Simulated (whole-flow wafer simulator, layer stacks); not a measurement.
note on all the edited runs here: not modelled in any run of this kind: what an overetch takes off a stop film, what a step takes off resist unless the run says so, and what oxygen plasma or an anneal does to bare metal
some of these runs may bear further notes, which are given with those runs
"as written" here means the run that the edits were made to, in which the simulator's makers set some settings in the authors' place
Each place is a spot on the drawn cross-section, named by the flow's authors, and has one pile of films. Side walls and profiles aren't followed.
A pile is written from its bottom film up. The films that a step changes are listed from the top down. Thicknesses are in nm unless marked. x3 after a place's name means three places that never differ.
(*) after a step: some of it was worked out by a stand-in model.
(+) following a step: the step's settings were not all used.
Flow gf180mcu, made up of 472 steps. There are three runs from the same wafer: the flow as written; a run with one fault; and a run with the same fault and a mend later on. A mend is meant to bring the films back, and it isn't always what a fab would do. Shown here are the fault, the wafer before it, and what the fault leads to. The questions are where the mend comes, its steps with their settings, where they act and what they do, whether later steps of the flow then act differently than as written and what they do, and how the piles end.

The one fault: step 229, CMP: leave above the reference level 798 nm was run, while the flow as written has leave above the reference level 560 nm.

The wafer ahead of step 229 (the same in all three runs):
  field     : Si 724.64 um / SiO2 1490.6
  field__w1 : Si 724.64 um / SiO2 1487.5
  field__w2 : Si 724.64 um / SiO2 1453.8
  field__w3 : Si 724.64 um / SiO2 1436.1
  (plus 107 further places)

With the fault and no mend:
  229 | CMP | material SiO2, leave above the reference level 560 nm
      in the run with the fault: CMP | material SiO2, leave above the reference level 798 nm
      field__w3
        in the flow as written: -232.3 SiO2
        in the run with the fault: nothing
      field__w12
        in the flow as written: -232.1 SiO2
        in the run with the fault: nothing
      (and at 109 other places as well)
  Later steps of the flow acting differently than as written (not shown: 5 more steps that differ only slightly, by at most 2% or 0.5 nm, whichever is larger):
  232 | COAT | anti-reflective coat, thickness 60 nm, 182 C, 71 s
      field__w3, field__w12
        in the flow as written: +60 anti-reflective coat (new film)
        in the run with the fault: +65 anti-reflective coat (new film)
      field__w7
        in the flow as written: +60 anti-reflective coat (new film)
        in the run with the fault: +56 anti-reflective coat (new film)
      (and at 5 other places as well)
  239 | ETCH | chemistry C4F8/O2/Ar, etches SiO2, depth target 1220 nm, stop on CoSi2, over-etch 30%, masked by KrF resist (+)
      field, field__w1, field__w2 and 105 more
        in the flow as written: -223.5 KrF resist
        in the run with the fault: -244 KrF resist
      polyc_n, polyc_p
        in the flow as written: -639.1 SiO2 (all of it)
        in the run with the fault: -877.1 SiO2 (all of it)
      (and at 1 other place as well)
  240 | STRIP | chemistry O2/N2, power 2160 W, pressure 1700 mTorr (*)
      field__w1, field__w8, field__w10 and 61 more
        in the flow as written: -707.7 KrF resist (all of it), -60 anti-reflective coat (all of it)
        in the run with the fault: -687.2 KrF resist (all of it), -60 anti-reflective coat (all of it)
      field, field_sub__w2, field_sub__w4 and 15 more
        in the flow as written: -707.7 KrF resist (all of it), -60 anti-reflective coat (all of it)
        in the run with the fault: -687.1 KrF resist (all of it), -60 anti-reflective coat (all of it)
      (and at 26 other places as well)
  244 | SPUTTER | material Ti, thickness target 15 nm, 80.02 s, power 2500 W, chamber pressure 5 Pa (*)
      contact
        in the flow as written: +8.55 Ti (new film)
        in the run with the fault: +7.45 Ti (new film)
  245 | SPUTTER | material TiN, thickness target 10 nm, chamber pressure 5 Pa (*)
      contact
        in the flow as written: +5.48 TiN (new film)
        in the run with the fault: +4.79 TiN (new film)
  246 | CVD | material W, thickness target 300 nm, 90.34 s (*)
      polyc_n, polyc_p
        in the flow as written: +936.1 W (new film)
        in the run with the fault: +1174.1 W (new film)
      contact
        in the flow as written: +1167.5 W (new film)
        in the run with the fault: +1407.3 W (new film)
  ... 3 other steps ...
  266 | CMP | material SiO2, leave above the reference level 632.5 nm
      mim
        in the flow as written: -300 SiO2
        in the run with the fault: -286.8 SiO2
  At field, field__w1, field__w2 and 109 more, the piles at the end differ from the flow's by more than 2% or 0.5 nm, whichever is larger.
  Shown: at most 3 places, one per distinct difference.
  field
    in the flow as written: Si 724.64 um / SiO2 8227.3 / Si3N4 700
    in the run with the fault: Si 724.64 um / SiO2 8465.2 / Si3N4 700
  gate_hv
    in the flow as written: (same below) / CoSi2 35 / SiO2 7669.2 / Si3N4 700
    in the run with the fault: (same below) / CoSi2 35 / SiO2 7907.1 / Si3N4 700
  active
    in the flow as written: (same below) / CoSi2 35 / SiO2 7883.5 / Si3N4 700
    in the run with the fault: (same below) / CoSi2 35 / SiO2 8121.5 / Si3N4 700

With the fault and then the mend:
  The mend follows step 229.
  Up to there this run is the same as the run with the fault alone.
  229a | CMP | material SiO2, leave above the reference level 560 nm (the flow's step 229 again)
      field, field__w1, field__w2 and 105 more
        -238 SiO2
      field__w3
        -232.3 SiO2
      field__w12
        -232.1 SiO2
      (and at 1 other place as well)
  Later steps of the flow that are run all act as written at every place that is followed.
  The piles end the same as the flow's at every place that both follow.
